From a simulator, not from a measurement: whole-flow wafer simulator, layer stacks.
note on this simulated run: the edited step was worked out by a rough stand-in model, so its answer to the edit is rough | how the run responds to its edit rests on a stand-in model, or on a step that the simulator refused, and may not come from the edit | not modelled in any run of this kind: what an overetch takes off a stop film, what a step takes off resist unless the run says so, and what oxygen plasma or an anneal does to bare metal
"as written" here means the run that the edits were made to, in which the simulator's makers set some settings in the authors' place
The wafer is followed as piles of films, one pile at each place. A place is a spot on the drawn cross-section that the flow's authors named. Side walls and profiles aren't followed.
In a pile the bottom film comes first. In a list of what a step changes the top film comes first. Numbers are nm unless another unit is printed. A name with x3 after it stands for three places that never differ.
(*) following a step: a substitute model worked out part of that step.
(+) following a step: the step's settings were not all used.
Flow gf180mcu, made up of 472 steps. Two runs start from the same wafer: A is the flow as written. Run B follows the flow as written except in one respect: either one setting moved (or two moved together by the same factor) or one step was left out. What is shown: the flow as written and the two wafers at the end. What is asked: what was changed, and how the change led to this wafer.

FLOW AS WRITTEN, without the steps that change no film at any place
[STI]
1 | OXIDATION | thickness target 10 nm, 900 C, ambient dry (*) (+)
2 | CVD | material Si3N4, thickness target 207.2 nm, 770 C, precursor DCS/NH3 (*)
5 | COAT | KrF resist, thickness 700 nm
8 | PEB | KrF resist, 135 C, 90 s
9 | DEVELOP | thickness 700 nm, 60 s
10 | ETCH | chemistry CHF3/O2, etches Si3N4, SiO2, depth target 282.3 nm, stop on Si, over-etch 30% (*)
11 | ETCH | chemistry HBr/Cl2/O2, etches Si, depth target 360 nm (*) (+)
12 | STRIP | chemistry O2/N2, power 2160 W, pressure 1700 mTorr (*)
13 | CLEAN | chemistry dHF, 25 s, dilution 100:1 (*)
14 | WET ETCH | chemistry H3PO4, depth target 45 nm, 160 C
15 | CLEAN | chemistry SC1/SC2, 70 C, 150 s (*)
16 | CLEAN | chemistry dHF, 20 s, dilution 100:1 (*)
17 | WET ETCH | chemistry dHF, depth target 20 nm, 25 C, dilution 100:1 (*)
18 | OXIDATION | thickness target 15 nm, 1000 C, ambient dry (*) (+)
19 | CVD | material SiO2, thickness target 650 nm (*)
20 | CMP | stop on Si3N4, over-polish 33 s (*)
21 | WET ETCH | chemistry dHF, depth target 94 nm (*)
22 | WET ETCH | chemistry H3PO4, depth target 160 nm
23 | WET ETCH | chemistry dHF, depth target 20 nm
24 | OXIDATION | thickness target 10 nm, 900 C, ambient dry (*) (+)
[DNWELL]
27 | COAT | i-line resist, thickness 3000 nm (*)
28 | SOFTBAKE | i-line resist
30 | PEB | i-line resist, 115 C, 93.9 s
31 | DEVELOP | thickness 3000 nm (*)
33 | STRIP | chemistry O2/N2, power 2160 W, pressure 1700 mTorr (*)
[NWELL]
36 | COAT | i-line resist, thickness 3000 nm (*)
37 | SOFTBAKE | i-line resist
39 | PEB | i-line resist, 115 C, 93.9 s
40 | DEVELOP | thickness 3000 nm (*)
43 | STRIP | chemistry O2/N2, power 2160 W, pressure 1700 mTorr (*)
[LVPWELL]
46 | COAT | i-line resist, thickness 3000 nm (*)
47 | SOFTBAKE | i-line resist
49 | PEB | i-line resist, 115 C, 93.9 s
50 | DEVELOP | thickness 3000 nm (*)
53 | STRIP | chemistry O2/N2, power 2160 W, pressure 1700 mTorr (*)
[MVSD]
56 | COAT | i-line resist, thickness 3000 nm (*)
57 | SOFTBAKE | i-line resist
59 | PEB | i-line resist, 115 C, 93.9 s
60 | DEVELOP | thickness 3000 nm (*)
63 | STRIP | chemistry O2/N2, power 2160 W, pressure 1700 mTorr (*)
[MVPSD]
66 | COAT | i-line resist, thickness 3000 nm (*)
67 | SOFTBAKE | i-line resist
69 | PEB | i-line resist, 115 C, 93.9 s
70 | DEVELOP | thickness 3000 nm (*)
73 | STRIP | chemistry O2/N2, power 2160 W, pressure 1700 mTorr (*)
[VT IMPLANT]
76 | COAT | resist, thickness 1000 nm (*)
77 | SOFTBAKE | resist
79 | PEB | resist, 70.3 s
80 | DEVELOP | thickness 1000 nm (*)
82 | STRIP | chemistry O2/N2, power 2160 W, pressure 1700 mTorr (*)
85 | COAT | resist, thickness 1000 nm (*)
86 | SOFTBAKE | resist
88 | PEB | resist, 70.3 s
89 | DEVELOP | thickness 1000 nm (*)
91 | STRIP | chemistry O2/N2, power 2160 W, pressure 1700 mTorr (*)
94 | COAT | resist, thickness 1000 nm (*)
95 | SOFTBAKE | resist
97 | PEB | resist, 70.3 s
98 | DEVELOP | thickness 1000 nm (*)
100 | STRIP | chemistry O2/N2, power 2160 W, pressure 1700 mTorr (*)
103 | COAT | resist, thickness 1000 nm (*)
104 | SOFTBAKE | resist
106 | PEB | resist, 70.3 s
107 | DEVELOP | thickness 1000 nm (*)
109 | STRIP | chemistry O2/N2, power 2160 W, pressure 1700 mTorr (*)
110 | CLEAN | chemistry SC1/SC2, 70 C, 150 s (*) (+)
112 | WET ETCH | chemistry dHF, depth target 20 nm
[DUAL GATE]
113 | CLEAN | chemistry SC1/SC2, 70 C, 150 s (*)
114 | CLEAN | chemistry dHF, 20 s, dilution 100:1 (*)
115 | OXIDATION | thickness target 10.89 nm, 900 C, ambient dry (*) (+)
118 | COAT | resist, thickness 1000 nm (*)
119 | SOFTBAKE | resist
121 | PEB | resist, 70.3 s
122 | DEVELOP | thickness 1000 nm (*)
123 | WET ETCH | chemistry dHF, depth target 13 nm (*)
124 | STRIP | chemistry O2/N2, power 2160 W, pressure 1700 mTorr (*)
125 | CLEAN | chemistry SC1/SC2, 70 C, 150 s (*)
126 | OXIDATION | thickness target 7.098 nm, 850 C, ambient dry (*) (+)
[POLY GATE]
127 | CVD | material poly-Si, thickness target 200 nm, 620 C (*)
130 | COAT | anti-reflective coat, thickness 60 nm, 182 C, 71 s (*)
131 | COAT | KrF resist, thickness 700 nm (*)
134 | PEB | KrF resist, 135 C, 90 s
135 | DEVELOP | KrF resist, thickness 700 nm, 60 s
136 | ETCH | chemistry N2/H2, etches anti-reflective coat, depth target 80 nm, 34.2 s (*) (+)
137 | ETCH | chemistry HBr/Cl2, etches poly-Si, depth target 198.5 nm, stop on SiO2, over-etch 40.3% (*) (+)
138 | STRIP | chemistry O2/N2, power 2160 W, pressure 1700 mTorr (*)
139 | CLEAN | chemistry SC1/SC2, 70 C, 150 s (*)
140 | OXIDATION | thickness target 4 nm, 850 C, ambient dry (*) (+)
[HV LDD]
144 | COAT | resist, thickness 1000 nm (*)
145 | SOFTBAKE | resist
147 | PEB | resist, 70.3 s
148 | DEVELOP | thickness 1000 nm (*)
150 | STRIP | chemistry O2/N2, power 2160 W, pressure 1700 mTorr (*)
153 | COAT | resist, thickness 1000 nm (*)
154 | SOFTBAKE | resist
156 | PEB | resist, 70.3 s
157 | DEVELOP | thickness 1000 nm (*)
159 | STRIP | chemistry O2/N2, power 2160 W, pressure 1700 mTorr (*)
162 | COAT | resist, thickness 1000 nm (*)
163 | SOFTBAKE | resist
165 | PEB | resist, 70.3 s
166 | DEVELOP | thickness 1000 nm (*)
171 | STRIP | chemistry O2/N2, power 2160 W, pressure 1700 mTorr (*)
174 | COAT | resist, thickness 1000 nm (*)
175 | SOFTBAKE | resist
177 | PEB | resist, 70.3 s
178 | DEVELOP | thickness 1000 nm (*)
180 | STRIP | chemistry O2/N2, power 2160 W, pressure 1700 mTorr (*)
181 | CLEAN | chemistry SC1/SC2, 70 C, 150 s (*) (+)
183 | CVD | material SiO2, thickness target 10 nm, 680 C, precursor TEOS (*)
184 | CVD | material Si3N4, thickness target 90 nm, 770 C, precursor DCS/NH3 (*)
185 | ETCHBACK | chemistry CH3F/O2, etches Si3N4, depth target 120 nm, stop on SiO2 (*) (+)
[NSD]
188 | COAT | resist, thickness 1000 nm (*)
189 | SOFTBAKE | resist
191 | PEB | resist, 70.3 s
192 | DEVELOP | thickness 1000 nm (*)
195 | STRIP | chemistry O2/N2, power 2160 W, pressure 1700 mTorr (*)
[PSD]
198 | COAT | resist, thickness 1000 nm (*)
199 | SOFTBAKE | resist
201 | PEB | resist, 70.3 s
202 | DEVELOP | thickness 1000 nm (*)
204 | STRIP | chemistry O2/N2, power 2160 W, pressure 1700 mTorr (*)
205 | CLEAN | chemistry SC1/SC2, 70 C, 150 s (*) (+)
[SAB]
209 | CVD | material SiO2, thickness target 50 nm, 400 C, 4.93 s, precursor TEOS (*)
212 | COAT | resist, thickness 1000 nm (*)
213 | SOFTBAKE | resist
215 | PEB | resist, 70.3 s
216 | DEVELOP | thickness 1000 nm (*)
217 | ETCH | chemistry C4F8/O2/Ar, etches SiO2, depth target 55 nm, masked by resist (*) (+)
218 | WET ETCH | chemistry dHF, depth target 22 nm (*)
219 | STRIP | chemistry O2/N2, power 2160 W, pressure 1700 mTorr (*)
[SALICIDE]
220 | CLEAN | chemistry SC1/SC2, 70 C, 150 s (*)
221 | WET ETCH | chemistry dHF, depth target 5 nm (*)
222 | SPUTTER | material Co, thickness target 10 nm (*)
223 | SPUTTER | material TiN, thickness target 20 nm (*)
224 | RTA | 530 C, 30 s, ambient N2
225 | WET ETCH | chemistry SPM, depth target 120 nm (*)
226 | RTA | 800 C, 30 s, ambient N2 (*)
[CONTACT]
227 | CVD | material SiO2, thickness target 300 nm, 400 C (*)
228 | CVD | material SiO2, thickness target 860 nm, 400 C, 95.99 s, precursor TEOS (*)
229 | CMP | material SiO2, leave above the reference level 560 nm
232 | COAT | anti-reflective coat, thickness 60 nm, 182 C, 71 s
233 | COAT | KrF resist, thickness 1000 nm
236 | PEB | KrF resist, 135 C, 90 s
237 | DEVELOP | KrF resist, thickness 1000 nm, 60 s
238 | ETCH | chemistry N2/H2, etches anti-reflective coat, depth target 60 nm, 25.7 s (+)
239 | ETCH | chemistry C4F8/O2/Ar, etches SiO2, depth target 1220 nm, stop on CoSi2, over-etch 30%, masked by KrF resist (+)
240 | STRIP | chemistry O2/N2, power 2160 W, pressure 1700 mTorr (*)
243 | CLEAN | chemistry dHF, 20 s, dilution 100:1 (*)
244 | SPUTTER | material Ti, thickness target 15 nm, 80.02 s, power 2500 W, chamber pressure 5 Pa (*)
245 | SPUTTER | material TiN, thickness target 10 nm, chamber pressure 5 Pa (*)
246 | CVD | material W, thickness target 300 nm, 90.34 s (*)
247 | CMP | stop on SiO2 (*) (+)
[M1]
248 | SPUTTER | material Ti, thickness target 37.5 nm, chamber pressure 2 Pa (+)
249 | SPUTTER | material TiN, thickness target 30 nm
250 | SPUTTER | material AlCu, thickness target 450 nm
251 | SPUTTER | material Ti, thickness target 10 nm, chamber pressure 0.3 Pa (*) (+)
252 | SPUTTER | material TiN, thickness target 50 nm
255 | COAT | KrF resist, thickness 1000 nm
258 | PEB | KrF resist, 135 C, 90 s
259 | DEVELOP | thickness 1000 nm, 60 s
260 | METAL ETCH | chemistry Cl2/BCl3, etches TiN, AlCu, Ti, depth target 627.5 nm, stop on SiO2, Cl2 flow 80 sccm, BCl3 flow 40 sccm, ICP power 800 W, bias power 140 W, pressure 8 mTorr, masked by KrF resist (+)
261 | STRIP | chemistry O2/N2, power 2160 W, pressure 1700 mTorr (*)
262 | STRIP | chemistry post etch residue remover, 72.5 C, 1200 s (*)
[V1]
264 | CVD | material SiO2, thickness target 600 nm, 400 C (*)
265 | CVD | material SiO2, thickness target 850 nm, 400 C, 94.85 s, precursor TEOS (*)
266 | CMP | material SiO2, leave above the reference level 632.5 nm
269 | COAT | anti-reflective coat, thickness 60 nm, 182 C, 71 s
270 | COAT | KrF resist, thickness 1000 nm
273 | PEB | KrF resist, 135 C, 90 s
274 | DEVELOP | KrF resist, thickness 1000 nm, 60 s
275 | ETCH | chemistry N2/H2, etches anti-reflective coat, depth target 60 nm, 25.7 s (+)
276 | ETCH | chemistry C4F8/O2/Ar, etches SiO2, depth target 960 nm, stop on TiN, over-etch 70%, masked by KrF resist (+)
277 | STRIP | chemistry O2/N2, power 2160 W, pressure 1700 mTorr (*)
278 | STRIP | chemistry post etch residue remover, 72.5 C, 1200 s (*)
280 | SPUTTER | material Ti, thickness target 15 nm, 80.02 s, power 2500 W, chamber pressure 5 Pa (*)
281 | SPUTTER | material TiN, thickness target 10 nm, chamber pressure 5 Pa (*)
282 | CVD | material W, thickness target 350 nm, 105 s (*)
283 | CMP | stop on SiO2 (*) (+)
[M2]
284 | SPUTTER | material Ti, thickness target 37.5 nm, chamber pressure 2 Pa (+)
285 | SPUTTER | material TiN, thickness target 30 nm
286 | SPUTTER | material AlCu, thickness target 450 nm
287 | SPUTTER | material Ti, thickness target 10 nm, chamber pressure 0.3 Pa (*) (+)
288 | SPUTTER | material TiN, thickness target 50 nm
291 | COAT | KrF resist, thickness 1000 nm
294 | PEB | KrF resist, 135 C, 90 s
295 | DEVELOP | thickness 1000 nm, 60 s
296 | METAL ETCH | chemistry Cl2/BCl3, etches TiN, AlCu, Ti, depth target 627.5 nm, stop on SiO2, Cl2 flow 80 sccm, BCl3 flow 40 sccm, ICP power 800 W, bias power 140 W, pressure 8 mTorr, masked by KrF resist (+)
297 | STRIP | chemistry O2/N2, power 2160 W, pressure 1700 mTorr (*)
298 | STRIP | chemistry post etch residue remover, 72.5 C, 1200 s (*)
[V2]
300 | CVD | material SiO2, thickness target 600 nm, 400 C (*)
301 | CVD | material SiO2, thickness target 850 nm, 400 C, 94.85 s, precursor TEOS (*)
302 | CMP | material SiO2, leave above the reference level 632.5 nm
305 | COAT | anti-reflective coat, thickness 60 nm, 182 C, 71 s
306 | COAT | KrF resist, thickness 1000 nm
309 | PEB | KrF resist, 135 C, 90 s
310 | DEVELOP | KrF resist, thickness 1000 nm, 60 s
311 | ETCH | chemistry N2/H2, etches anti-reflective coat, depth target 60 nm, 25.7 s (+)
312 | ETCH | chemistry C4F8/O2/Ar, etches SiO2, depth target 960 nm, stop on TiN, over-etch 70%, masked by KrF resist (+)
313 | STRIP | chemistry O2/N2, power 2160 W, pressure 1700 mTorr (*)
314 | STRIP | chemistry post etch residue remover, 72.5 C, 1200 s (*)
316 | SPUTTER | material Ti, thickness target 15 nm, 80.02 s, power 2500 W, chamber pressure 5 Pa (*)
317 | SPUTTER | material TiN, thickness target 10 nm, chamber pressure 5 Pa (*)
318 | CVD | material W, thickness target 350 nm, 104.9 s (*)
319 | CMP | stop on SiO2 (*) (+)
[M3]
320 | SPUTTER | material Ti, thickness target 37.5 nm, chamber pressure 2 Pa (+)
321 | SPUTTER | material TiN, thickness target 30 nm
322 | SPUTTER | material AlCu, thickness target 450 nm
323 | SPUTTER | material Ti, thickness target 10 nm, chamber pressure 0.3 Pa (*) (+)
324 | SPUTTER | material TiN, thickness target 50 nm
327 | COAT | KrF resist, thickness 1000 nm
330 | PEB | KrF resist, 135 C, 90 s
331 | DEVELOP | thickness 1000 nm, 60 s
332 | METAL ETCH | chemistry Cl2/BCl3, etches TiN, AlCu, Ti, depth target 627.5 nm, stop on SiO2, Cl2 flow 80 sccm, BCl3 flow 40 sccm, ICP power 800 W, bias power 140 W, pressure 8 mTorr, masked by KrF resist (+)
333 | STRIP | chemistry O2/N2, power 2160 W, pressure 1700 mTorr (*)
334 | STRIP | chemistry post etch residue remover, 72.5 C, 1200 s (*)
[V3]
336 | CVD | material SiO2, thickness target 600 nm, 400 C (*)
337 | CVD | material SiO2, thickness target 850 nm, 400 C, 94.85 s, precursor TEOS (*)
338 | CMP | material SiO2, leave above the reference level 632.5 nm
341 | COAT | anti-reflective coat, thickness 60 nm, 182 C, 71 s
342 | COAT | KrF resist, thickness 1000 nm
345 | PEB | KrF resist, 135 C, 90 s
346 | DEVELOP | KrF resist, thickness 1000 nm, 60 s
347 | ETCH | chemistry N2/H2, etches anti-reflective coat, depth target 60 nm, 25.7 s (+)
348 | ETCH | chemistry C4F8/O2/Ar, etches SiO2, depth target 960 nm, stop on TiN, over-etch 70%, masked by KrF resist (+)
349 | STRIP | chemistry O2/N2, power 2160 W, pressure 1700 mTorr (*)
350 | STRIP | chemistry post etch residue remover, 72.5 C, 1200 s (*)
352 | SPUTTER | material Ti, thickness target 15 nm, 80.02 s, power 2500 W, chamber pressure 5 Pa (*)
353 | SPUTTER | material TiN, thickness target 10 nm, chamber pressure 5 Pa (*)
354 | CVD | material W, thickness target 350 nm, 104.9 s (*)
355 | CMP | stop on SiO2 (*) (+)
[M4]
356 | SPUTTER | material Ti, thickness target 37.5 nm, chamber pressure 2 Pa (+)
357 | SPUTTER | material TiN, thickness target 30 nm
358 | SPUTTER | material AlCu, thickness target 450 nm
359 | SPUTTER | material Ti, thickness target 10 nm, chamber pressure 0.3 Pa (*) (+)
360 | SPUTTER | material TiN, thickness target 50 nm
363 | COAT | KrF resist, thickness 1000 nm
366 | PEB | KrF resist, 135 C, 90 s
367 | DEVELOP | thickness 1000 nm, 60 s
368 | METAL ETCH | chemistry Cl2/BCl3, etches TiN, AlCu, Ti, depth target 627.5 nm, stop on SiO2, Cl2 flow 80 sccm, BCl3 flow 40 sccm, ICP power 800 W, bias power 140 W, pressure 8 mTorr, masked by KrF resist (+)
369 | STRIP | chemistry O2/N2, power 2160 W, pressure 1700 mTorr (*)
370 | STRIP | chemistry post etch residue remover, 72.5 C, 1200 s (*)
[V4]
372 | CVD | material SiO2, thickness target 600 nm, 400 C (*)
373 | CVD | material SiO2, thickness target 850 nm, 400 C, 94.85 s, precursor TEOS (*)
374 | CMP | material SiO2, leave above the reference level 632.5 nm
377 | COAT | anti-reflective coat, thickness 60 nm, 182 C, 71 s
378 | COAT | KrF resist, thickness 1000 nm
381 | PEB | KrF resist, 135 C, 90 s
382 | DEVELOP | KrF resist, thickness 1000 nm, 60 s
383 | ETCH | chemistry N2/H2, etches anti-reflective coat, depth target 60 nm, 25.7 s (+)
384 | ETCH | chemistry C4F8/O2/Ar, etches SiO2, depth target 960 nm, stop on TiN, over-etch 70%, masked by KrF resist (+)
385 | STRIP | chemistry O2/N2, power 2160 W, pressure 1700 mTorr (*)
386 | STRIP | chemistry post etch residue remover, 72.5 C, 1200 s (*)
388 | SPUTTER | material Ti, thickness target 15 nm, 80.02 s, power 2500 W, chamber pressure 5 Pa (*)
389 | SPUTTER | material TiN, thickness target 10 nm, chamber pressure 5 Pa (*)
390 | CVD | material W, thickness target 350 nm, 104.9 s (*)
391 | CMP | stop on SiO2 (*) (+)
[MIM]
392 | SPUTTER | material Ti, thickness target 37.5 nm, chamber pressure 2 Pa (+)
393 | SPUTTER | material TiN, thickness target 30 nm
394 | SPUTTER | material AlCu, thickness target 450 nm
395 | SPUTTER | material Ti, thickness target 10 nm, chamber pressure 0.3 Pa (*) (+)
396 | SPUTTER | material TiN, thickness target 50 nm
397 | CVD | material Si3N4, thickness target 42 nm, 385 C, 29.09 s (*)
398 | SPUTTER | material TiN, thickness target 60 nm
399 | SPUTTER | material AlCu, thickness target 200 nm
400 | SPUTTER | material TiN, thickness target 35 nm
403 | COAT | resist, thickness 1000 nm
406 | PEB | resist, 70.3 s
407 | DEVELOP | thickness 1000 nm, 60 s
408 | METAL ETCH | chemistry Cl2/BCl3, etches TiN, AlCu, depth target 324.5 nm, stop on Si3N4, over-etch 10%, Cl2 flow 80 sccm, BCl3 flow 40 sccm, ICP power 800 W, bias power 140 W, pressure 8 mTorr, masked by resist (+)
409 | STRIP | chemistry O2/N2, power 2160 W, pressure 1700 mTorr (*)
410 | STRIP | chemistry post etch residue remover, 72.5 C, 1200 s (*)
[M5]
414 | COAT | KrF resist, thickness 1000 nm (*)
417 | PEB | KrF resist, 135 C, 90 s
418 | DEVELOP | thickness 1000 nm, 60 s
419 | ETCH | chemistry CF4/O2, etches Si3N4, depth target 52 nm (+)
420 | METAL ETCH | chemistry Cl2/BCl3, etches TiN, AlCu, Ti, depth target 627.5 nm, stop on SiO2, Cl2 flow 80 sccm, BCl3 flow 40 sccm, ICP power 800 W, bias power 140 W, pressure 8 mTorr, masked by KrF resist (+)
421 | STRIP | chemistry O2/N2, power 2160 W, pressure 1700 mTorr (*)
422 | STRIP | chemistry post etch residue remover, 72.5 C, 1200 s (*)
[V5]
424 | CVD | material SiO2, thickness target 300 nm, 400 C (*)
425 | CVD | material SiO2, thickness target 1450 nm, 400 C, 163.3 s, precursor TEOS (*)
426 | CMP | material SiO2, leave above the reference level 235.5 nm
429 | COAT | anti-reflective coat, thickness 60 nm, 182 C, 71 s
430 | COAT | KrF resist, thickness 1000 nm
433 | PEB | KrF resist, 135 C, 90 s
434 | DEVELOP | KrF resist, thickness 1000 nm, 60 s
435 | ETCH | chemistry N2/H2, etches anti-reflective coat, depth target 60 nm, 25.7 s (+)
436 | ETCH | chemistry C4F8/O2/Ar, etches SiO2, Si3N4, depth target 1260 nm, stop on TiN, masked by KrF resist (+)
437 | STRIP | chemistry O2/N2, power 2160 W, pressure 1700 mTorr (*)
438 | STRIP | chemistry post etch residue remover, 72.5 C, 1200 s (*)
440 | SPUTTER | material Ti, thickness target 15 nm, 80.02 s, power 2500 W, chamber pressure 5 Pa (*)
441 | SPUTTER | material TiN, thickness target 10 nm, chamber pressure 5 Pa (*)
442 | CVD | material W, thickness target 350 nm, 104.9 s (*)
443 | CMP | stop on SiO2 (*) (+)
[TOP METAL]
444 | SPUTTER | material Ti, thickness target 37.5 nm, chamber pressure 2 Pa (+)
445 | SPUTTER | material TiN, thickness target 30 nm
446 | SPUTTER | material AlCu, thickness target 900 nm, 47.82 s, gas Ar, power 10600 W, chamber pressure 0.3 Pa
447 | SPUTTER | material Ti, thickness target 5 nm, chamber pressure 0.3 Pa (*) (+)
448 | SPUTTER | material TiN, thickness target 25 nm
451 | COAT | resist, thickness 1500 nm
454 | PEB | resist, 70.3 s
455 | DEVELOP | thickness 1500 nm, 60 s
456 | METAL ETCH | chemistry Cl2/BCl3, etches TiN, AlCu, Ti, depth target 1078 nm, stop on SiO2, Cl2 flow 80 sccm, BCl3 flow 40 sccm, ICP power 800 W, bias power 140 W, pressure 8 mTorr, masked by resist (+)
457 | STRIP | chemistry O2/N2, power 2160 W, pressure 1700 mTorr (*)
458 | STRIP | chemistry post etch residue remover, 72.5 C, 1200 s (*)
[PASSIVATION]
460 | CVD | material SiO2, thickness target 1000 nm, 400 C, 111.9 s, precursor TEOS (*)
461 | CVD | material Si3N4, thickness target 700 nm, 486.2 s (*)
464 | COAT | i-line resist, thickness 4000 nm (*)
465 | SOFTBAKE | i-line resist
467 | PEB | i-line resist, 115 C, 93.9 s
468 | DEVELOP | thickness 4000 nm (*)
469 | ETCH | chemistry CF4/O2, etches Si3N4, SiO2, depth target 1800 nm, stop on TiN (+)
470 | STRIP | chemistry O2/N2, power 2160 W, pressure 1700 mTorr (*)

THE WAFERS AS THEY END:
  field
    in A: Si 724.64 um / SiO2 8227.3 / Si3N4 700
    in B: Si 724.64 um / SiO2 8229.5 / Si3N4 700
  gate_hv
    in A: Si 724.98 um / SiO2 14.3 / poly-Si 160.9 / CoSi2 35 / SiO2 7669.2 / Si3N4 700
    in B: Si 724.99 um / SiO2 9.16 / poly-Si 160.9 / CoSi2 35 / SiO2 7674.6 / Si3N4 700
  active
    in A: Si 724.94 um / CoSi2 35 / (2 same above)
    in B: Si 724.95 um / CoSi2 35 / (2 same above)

What caused this: step 115, OXIDATION: thickness target 4.899 nm was run, though the flow has thickness target 10.89 nm.

Step by step, how the change led to this:
  115 | OXIDATION | thickness target 10.89 nm, 900 C, ambient dry (*) (+)
      active, n_well, p_well and 40 more: A SiO2 gains 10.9 (new film), Si loses 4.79 | B SiO2 gains 4.9 (new film), Si loses 2.16
      sti, mim_1p0, pad and 21 more: A SiO2 gains 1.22, Si loses 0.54 | B SiO2 gains 0.3, Si loses 0.13
      (as well as at 25 more places)
  123 | WET ETCH | chemistry dHF, depth target 13 nm (*)
      active, n_well, p_well and 12 more: A SiO2 loses 10.9 (all of it) | B SiO2 loses 4.9 (all of it)
  126 | OXIDATION | thickness target 7.098 nm, 850 C, ambient dry (*) (+)
      gate_hv, active_hv, active_nat and 25 more: A SiO2 gains 3.72, Si loses 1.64 | B SiO2 gains 4.6, Si loses 2.03
  130 | COAT | anti-reflective coat, thickness 60 nm, 182 C, 71 s (*)
      p_well, spacer, sd_n: A anti-reflective coat gains 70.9 (new film) | B anti-reflective coat gains 67.7 (new film)
      ldn_fp, ldp_fp: A anti-reflective coat gains 48.5 (new film) | B anti-reflective coat gains 47.3 (new film)
      (as well as at 23 more places)
  136 | ETCH | chemistry N2/H2, etches anti-reflective coat, depth target 80 nm, 34.2 s (*) (+)
      p_well, spacer, sd_n: A anti-reflective coat loses 70.9 (all of it), poly-Si loses 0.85 | B anti-reflective coat loses 67.7 (all of it), poly-Si loses 0.93
      ldn_dft, ldp_dft: A anti-reflective coat loses 48.7 (all of it), poly-Si loses 1.42 | B anti-reflective coat loses 47.6 (all of it), poly-Si loses 1.45
      (as well as at 16 more places)
  138 | STRIP | chemistry O2/N2, power 2160 W, pressure 1700 mTorr (*)
      gate: A chemical SiO2 gains 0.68 (new film), KrF resist loses 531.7 (all of it), anti-reflective coat loses 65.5 (all of it), poly-Si loses 0.3 | B chemical SiO2 gains 0.68 (new film), KrF resist loses 530.4 (all of it), anti-reflective coat loses 63.6 (all of it), poly-Si loses 0.3
      gate_p: A chemical SiO2 gains 0.68 (new film), KrF resist loses 530.6 (all of it), anti-reflective coat loses 65.9 (all of it), poly-Si loses 0.3 | B chemical SiO2 gains 0.68 (new film), KrF resist loses 529.5 (all of it), anti-reflective coat loses 64.4 (all of it), poly-Si loses 0.3
      (as well as at 5 more places)
  145 | SOFTBAKE | resist
      active_nat: A resist gains 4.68 | B resist gains 8.89
  154 | SOFTBAKE | resist
      active_nat: A resist gains 4.68 | B resist gains 8.89
  163 | SOFTBAKE | resist
      active_nat: A resist gains 4.68 | B resist gains 8.89
  175 | SOFTBAKE | resist
      active_nat: A resist gains 4.68 | B resist gains 8.89
  189 | SOFTBAKE | resist
      active_hv: A resist gains 2.68 | B resist loses 0.35
  199 | SOFTBAKE | resist
      active_hv: A resist gains 2.68 | B resist loses 0.35
  218 | WET ETCH | chemistry dHF, depth target 22 nm (*)
      ldn_tap, ldn_src, ldn_drn, ldp_tap, ldp_src, ldp_drn, ldp_gr: A SiO2 loses 16 (all of it) | B SiO2 loses 11 (all of it)
      ld_drn_n, ld_sd_p: A SiO2 loses 14.8 (all of it) | B SiO2 loses 9.84 (all of it)
      (as well as at 5 more places)
  223 | SPUTTER | material TiN, thickness target 20 nm (*)
      field__w12: A TiN gains 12 (new film) | B TiN gains 12.6 (new film)
  225 | WET ETCH | chemistry SPM, depth target 120 nm (*)
      field__w12: A TiN loses 12 (all of it), Co loses 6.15 (all of it) | B TiN loses 12.6 (all of it), Co loses 6.15 (all of it)
